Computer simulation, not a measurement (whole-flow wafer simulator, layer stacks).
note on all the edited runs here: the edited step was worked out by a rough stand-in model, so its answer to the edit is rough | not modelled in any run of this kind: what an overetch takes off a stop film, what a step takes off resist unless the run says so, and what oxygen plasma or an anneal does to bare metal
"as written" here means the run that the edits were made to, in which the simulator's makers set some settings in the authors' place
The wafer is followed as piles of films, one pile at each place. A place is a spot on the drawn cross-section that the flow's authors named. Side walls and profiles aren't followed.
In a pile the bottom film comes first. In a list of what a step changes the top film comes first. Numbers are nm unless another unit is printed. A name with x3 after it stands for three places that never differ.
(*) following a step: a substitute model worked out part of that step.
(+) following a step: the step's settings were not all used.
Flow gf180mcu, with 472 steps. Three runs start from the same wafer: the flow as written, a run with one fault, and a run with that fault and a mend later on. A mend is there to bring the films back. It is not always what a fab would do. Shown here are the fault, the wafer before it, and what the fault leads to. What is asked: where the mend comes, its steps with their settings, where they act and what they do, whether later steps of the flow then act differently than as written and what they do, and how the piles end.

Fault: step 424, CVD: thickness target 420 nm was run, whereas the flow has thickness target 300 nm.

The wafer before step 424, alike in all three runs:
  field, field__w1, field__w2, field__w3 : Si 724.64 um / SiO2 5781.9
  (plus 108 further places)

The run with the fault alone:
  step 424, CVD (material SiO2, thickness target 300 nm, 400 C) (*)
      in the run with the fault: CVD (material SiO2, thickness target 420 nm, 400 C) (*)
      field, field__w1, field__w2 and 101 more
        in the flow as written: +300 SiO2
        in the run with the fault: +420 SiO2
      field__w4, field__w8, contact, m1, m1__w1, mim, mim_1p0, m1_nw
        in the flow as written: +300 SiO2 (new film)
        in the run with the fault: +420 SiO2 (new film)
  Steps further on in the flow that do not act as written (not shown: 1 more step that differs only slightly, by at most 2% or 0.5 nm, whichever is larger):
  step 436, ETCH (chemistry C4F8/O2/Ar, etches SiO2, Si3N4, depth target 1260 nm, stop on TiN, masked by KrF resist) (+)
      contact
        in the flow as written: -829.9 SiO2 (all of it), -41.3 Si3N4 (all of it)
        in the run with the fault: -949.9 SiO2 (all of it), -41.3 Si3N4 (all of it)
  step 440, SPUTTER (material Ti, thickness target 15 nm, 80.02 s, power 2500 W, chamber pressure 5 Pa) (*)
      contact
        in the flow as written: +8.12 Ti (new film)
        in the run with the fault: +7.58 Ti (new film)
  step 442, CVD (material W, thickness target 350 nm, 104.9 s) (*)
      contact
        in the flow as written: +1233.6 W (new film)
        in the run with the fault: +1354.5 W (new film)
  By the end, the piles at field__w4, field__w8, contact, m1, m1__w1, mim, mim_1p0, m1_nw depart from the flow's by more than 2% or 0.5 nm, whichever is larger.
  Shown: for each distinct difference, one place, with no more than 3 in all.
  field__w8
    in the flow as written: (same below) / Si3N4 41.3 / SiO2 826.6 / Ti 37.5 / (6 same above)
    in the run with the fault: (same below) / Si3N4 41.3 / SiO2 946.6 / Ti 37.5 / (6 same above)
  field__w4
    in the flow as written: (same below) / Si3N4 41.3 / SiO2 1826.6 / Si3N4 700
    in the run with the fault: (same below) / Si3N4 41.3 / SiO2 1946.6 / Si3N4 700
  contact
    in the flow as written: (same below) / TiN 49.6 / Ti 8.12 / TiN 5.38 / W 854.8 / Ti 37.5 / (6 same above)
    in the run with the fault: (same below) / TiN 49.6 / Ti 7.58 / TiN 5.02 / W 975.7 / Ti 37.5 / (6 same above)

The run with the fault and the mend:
  After step 424 comes the mend.
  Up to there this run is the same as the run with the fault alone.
  step 424a, WET ETCH (chemistry dHF, depth target 120 nm, 25 C, dilution 100:1) (the flow's step 17 again, with other settings)
      field, field__w1, field__w2 and 109 more
        -120 SiO2
  Every later step of the flow that is run acts as written at every place that is followed.
  The piles end the same as the flow's at every place that both follow.
